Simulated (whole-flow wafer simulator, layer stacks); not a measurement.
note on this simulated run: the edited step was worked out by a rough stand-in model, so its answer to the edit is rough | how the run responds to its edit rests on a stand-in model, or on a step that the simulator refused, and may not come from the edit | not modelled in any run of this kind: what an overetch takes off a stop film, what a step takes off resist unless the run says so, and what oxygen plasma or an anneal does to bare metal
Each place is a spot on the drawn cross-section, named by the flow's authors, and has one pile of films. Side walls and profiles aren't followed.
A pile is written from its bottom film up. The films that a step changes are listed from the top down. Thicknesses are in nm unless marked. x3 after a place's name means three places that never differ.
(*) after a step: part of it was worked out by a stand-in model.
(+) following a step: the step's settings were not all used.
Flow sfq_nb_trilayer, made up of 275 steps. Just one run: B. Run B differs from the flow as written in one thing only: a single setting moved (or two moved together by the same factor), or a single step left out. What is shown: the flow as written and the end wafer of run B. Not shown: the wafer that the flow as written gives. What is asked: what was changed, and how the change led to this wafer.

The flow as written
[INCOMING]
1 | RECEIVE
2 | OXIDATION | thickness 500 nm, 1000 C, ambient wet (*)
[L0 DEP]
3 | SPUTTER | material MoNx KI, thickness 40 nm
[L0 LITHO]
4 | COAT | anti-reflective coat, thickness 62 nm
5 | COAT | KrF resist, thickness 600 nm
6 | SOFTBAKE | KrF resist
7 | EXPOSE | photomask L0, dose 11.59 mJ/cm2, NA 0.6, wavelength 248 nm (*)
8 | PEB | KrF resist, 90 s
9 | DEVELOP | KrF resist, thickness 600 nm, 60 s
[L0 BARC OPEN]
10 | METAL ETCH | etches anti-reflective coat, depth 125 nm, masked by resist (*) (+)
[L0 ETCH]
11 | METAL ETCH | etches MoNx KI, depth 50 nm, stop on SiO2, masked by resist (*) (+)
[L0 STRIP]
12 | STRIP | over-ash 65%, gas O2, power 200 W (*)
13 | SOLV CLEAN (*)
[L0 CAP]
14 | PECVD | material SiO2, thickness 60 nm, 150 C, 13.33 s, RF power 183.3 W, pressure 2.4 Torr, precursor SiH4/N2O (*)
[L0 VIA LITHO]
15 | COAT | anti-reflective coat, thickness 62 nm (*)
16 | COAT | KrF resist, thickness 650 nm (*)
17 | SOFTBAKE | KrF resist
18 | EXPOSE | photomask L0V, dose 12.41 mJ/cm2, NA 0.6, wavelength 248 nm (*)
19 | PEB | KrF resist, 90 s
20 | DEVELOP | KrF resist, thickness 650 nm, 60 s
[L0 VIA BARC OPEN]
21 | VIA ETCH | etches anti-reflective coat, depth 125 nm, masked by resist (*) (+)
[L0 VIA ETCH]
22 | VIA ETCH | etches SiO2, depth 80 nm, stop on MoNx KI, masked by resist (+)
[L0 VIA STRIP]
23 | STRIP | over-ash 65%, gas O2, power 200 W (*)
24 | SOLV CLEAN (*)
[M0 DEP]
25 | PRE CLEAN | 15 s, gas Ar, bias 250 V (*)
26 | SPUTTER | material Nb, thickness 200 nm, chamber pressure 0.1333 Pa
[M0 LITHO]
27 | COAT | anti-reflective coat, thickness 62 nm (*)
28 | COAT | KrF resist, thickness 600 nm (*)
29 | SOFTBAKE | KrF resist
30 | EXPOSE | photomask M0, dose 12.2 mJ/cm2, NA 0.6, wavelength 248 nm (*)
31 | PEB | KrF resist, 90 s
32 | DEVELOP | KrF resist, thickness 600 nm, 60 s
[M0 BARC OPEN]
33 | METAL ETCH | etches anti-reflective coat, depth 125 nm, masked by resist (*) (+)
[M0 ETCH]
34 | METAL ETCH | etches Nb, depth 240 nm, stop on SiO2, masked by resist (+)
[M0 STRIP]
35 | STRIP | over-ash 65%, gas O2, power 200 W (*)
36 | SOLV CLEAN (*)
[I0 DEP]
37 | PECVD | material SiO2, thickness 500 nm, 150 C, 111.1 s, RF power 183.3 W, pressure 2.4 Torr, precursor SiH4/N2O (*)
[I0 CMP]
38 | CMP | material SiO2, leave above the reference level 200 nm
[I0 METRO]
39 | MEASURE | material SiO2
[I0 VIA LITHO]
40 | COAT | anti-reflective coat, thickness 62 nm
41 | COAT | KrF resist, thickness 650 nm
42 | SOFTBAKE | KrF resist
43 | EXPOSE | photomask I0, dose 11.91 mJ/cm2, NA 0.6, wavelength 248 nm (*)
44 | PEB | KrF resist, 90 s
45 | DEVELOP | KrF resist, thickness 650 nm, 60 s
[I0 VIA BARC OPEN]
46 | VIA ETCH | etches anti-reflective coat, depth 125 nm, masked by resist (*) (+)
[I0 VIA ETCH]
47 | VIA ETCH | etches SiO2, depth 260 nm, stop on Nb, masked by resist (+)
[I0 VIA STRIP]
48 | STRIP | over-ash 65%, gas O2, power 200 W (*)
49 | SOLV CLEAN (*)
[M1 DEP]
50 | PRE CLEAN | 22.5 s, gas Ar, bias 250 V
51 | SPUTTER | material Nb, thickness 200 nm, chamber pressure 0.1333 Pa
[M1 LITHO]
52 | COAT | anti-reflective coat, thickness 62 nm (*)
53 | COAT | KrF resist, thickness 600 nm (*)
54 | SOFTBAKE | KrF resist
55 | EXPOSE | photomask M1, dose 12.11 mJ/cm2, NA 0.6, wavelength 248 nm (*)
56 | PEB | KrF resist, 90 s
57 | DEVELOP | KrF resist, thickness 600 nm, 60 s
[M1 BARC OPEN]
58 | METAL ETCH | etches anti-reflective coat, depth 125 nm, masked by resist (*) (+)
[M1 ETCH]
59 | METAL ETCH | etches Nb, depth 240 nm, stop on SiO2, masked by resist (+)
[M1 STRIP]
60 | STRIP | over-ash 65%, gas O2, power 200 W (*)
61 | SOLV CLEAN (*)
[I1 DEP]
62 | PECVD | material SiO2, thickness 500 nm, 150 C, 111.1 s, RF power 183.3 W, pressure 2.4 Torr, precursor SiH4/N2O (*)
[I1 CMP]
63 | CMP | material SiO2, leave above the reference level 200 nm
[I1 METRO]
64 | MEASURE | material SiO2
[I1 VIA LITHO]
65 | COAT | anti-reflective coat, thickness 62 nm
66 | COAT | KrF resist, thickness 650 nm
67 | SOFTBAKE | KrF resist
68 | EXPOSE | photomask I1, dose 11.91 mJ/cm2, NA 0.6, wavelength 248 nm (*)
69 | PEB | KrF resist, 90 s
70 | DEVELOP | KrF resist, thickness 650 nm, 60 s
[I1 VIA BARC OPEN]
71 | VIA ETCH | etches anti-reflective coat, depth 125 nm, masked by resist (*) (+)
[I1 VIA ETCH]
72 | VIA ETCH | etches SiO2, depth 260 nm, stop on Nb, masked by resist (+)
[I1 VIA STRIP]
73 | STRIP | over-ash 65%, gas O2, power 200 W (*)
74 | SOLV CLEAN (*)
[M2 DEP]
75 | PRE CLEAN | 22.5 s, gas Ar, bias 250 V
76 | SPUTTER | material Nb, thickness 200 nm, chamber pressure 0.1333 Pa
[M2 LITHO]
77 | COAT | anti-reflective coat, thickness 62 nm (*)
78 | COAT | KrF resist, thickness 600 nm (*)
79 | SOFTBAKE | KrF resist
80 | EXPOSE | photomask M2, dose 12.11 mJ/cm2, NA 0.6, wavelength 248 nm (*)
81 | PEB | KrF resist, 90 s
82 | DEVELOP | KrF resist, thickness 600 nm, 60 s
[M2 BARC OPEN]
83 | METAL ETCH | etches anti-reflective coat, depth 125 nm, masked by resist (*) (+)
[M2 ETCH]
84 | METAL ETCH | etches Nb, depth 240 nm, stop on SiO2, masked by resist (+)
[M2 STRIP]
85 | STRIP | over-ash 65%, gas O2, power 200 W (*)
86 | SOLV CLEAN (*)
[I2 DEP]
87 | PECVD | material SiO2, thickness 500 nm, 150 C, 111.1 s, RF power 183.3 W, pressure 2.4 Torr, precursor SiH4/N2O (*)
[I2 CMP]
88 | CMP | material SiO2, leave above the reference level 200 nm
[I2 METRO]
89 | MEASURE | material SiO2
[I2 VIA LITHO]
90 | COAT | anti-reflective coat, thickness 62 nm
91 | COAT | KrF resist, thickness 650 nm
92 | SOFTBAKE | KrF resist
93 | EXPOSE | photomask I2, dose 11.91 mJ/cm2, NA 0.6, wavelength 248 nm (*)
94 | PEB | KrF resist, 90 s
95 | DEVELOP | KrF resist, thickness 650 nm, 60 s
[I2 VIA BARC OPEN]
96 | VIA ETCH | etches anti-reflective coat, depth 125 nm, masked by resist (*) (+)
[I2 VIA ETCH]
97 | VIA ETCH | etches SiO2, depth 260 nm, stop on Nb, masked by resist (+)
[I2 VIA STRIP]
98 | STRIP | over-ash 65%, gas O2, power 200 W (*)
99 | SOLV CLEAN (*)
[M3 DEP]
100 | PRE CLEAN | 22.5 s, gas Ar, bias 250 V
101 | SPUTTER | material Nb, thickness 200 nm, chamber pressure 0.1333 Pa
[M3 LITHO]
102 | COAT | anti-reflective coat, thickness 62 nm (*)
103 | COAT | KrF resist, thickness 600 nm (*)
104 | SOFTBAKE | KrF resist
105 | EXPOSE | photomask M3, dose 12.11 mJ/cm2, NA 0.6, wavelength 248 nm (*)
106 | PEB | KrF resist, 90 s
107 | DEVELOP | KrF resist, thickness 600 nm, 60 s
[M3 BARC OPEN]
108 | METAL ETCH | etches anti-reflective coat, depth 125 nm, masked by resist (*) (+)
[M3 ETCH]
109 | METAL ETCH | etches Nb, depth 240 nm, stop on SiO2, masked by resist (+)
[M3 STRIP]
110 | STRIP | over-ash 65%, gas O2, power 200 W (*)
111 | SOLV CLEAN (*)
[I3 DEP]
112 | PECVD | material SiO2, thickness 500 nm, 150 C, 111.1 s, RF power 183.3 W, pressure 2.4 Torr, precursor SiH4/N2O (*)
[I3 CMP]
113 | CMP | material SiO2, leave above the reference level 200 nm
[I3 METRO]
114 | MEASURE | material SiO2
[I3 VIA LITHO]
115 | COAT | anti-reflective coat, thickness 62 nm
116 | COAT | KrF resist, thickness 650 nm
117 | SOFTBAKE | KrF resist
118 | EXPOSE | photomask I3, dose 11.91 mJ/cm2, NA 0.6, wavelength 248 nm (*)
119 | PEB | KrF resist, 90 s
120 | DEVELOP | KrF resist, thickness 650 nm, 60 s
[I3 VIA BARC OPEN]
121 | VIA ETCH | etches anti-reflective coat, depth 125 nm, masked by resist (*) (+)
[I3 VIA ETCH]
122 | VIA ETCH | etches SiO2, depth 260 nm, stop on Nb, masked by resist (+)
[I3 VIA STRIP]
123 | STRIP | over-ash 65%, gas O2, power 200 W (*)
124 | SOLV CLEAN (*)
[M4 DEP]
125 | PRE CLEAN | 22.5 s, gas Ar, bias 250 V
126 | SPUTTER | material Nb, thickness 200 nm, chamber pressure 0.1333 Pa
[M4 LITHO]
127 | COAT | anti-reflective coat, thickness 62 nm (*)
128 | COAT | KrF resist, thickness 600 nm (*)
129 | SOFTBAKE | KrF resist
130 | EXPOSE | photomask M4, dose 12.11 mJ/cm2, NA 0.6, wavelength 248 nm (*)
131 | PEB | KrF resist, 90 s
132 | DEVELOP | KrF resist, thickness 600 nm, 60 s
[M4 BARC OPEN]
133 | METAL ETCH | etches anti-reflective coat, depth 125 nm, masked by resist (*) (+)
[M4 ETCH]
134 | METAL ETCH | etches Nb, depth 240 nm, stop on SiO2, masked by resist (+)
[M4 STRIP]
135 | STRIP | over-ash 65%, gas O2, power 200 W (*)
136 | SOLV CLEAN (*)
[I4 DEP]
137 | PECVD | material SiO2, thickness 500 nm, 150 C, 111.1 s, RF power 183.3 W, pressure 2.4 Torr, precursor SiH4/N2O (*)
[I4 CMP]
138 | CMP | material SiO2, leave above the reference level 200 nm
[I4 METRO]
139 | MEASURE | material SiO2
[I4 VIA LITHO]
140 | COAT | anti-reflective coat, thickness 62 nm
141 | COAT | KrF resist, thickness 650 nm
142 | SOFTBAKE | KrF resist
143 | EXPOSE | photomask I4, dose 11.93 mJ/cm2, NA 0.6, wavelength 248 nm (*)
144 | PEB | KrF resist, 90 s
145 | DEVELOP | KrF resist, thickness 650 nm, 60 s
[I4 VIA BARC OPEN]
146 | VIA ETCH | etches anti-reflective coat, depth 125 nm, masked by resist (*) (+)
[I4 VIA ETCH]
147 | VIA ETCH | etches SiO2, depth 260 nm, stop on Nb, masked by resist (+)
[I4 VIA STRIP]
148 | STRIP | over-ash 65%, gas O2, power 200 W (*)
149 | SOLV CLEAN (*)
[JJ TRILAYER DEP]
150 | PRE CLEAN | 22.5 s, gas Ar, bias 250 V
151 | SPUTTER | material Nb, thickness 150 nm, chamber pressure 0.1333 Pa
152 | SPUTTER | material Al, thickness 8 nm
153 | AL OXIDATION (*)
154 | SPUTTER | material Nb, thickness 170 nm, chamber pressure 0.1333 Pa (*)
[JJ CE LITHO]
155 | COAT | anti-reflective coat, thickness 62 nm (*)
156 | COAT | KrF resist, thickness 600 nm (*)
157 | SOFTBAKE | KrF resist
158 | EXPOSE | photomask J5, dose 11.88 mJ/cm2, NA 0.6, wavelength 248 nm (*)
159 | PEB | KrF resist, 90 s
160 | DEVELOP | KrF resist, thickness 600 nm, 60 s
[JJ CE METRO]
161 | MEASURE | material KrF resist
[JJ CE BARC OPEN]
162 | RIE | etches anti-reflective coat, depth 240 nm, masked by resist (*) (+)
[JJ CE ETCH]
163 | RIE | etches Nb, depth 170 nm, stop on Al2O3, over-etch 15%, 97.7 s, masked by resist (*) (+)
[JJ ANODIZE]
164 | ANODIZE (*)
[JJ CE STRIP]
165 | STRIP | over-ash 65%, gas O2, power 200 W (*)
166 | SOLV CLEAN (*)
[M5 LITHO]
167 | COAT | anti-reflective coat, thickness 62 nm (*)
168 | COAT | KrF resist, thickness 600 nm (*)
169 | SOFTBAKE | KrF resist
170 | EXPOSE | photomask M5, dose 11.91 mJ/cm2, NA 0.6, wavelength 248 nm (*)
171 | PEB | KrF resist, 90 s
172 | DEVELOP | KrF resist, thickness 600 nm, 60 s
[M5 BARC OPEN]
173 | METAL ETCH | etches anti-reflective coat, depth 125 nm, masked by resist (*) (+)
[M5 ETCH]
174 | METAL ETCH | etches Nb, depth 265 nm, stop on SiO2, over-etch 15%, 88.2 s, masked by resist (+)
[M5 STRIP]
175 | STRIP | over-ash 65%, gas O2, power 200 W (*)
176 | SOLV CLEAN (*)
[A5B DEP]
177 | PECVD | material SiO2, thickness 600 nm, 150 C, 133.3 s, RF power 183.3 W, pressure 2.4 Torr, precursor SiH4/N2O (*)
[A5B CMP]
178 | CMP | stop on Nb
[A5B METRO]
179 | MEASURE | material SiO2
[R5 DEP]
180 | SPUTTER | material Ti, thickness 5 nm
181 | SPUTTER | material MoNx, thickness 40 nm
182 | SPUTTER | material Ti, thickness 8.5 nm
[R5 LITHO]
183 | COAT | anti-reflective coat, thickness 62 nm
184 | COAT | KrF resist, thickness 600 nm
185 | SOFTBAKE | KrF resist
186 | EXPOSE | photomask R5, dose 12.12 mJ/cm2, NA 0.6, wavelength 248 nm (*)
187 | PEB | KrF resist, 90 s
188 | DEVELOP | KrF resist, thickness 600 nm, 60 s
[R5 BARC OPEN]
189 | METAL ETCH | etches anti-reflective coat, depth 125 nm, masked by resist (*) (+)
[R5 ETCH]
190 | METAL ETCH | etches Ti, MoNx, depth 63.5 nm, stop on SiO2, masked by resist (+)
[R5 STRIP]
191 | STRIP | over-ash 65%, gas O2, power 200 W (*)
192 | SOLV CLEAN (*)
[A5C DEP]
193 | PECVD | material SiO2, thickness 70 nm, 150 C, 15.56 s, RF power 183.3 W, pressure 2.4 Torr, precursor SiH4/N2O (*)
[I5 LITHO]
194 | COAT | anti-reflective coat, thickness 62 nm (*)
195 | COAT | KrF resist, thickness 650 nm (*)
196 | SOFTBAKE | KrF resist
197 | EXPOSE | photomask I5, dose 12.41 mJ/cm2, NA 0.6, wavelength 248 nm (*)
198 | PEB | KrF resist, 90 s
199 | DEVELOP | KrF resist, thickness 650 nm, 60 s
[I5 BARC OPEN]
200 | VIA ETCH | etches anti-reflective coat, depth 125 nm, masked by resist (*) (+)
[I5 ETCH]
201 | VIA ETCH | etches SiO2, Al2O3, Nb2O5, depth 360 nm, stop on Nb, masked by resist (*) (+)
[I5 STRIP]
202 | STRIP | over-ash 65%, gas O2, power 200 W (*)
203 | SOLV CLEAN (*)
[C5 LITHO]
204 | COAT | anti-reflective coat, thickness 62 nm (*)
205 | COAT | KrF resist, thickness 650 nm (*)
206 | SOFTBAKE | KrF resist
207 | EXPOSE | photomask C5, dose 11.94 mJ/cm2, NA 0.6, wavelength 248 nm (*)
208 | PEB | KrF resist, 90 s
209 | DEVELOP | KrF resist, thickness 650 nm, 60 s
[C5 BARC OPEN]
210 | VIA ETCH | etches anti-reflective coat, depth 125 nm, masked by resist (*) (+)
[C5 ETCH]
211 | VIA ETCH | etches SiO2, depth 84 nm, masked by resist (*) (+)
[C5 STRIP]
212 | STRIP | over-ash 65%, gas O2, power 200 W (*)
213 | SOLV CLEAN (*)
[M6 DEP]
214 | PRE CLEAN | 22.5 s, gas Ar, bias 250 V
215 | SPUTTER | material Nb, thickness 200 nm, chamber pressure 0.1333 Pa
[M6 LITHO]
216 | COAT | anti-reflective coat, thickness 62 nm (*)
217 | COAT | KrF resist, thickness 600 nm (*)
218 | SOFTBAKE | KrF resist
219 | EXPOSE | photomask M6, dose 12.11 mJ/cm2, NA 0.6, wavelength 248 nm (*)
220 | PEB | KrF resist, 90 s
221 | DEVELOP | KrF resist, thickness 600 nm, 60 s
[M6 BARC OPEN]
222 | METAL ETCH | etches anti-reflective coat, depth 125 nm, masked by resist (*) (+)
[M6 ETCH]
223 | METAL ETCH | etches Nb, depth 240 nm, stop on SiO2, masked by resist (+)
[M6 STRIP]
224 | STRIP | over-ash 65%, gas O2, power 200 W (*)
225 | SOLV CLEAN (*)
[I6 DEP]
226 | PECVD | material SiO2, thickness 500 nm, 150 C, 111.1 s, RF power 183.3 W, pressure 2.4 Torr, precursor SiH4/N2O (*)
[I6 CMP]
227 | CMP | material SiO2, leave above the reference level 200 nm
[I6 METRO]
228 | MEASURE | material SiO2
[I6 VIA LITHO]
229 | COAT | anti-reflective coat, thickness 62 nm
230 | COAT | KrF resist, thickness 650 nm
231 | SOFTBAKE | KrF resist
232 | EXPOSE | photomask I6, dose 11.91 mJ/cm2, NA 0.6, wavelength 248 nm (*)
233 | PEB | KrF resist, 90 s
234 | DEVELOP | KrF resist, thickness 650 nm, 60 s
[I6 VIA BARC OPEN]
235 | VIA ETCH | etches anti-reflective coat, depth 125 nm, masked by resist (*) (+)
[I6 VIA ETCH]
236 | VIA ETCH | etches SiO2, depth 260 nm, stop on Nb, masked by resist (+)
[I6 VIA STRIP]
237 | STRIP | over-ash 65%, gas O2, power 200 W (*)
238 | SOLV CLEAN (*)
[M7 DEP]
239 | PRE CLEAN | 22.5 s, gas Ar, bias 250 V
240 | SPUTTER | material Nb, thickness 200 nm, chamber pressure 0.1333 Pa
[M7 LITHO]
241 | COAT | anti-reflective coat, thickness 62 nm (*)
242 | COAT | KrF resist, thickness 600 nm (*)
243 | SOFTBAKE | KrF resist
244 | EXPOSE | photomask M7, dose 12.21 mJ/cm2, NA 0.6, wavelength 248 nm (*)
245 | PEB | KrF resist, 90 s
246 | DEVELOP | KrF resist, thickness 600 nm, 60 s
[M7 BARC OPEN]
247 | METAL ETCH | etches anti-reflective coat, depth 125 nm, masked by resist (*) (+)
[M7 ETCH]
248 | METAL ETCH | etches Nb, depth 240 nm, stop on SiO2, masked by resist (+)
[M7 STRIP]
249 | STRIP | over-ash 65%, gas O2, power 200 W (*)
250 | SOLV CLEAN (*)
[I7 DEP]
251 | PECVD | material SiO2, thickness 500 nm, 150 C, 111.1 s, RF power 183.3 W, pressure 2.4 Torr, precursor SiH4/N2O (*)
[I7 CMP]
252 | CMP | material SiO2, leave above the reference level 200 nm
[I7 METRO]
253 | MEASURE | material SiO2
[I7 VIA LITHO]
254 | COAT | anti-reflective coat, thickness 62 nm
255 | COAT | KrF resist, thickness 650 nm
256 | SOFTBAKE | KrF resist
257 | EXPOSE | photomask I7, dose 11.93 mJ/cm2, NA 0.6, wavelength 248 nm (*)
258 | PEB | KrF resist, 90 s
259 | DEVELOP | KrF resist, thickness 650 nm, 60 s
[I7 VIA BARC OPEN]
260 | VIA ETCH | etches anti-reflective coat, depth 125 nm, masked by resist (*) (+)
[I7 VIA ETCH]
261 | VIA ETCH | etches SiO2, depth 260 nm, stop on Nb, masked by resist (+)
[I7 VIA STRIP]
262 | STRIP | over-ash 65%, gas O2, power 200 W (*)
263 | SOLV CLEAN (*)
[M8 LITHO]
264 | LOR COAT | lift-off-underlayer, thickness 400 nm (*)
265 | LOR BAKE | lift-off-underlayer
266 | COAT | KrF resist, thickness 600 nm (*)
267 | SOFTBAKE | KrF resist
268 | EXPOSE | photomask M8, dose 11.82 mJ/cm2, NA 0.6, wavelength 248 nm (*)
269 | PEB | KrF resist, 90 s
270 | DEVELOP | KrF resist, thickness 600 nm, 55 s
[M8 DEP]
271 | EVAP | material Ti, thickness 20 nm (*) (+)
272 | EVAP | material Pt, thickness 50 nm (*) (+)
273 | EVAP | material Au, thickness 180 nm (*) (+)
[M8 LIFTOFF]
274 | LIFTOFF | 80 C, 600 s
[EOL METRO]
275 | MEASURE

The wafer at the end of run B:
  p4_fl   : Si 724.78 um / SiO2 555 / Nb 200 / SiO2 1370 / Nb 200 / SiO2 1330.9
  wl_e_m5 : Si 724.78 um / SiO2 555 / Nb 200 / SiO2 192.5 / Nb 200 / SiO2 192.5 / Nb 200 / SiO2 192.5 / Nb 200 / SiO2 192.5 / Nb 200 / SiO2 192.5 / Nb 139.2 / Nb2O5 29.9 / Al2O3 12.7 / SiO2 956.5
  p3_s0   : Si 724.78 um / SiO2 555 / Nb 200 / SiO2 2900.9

The reason: step 226, PECVD: thickness 255 nm was run, though the flow has thickness 500 nm; step 226, PECVD: 56.67 s was run, where the flow has 111.1 s.

The path from the change to this, step by step:
  226 | PECVD | material SiO2, thickness 500 nm, 150 C, 111.1 s, RF power 183.3 W, pressure 2.4 Torr, precursor SiH4/N2O (*)
      field_l, p4_fl, p4_fm and 62 more: +255 SiO2 (as written it would have been: +500 SiO2)
      v_sur, via_wl, via_w and 21 more: +255 SiO2 (new film) (as written it would have been: +500 SiO2 (new film))
      (as well as at 17 more places)
  227 | CMP | material SiO2, leave above the reference level 200 nm
      field_l, p4_fl, p4_fm and 59 more: nothing (as written it would have been: -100 SiO2)
      moat, field_r, lsp_l, ln_m5, lsp_m: nothing (as written it would have been: -93.6 SiO2)
      (as well as at 39 more places)
  229 | COAT | anti-reflective coat, thickness 62 nm
      ln_m5, p3_l3, p3_s3, p3_s4, p3_l5: +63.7 anti-reflective coat (new film) (as written it would have been: +62 anti-reflective coat (new film))
      p3_s1, p3_l2, p3_s2, p3_s5, p3_l6: +63.8 anti-reflective coat (new film) (as written it would have been: +62 anti-reflective coat (new film))
      (as well as at 83 more places)
  230 | COAT | KrF resist, thickness 650 nm
      m0r_space_l, m0r_space_r, m5r_space_l, m7r_space_l, m7r_space_r: +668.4 KrF resist (new film) (as written it would have been: +650 KrF resist (new film))
      m0r_line_l, m0r_line_r, m7r_line_l, m7r_line_r: +678.6 KrF resist (new film) (as written it would have been: +650 KrF resist (new film))
      (as well as at 69 more places)
  234 | DEVELOP | KrF resist, thickness 650 nm, 60 s
      via_v: -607 KrF resist (all of it) (as written it would have been: -648.6 KrF resist (all of it))
  235 | VIA ETCH | etches anti-reflective coat, depth 125 nm, masked by resist (*) (+)
      field_l, v_sur, via_wl and 102 more: -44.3 KrF resist (as written it would have been: -51.7 KrF resist)
      via_v: -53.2 anti-reflective coat (all of it), -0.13 SiO2 (as written it would have been: -62 anti-reflective coat (all of it), -0.16 SiO2)
  237 | STRIP | over-ash 65%, gas O2, power 200 W (*)
      m0r_line_l, m0r_line_r, m7r_line_l, m7r_line_r: -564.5 KrF resist (all of it), -62.6 anti-reflective coat (all of it) (as written it would have been: -528.6 KrF resist (all of it), -62 anti-reflective coat (all of it))
      m0r_space_l, m0r_space_r, m7r_space_l, m7r_space_r: -554.3 KrF resist (all of it), -79.6 anti-reflective coat (all of it) (as written it would have been: -528.6 KrF resist (all of it), -62 anti-reflective coat (all of it))
      (as well as at 92 more places)
  240 | SPUTTER | material Nb, thickness 200 nm, chamber pressure 0.1333 Pa
      lsp_r, l0_sur, l0v: +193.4 Nb (new film) (as written it would have been: +200 Nb (new film))
      be: +135.2 Nb (new film) (as written it would have been: +200 Nb (new film))
      (as well as at 4 more places)
  241 | COAT | anti-reflective coat, thickness 62 nm (*)
      p3_s1, p3_l2, p3_s2, p3_s5, p3_l6: +63.7 anti-reflective coat (new film) (as written it would have been: +62 anti-reflective coat (new film))
      p3_l3, p3_s3, p3_s4, p3_l5: +63.6 anti-reflective coat (new film) (as written it would have been: +62 anti-reflective coat (new film))
      (as well as at 84 more places)
  242 | COAT | KrF resist, thickness 600 nm (*)
      wl_c_sl, wl_f_sl, r5r_line_r: +616.3 KrF resist (new film) (as written it would have been: +600 KrF resist (new film))
      wl_g_m5, m0r_space_r, m7r_space_r: +618.8 KrF resist (new film) (as written it would have been: +600 KrF resist (new film))
      (as well as at 73 more places)
  246 | DEVELOP | KrF resist, thickness 600 nm, 60 s
      wl_c_sl, r5r_line_r: -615 KrF resist (all of it) (as written it would have been: -598.7 KrF resist (all of it))
      m0r_space_l, m7r_space_l: -617.8 KrF resist (all of it) (as written it would have been: -598.7 KrF resist (all of it))
      (as well as at 34 more places)
  247 | METAL ETCH | etches anti-reflective coat, depth 125 nm, masked by resist (*) (+)
      m5r_linepad_l, m5r_linepad_r: -125 anti-reflective coat (as written it would have been: -62 anti-reflective coat (all of it))
      v_sur, via_wl, via_w and 38 more: -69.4 KrF resist (as written it would have been: -51.7 KrF resist)
      (as well as at 53 more places)
  248 | METAL ETCH | etches Nb, depth 240 nm, stop on SiO2, masked by resist (+)
      m5r_linepad_l, m5r_linepad_r: -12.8 anti-reflective coat (all of it), -200 Nb (all of it) (as written it would have been: -200 Nb (all of it))
      l0_sur, l0v: -193.4 Nb (all of it) (as written it would have been: -200 Nb (all of it))
  249 | STRIP | over-ash 65%, gas O2, power 200 W (*)
      v_sur: -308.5 KrF resist (all of it), -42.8 anti-reflective coat (all of it) (as written it would have been: -379.9 KrF resist (all of it), -61.4 anti-reflective coat (all of it))
      via_wl: -309.5 KrF resist (all of it), -51.5 anti-reflective coat (all of it) (as written it would have been: -379.3 KrF resist (all of it), -61.3 anti-reflective coat (all of it))
      (as well as at 38 more places)
  251 | PECVD | material SiO2, thickness 500 nm, 150 C, 111.1 s, RF power 183.3 W, pressure 2.4 Torr, precursor SiH4/N2O (*)
      be: +348.6 SiO2 (new film) (as written it would have been: +500 SiO2 (new film))
      gap: +550.7 SiO2 (new film) (as written it would have been: +500 SiO2 (new film))
  252 | CMP | material SiO2, leave above the reference level 200 nm
      field_l, p4_fl, p4_fm and 48 more: nothing (as written it would have been: -100 SiO2)
      field_r, lsp_l: nothing (as written it would have been: -77.7 SiO2)
      (as well as at 28 more places)
  ... another 8 steps ...
  274 | LIFTOFF | 80 C, 600 s
      m0r_line_l, m0r_line_r: -180 Au (all of it), -50 Pt (all of it), -20 Ti (all of it), -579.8 KrF resist (all of it), -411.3 lift-off-underlayer (all of it) (as written it would have been: -180 Au (all of it), -50 Pt (all of it), -20 Ti (all of it), -576.2 KrF resist (all of it), -400 lift-off-underlayer (all of it))
      m0r_space_l, m0r_space_r: -180 Au (all of it), -50 Pt (all of it), -20 Ti (all of it), -577.1 KrF resist (all of it), -414.6 lift-off-underlayer (all of it) (as written it would have been: -180 Au (all of it), -50 Pt (all of it), -20 Ti (all of it), -576.2 KrF resist (all of it), -400 lift-off-underlayer (all of it))
      (as well as at 37 more places)
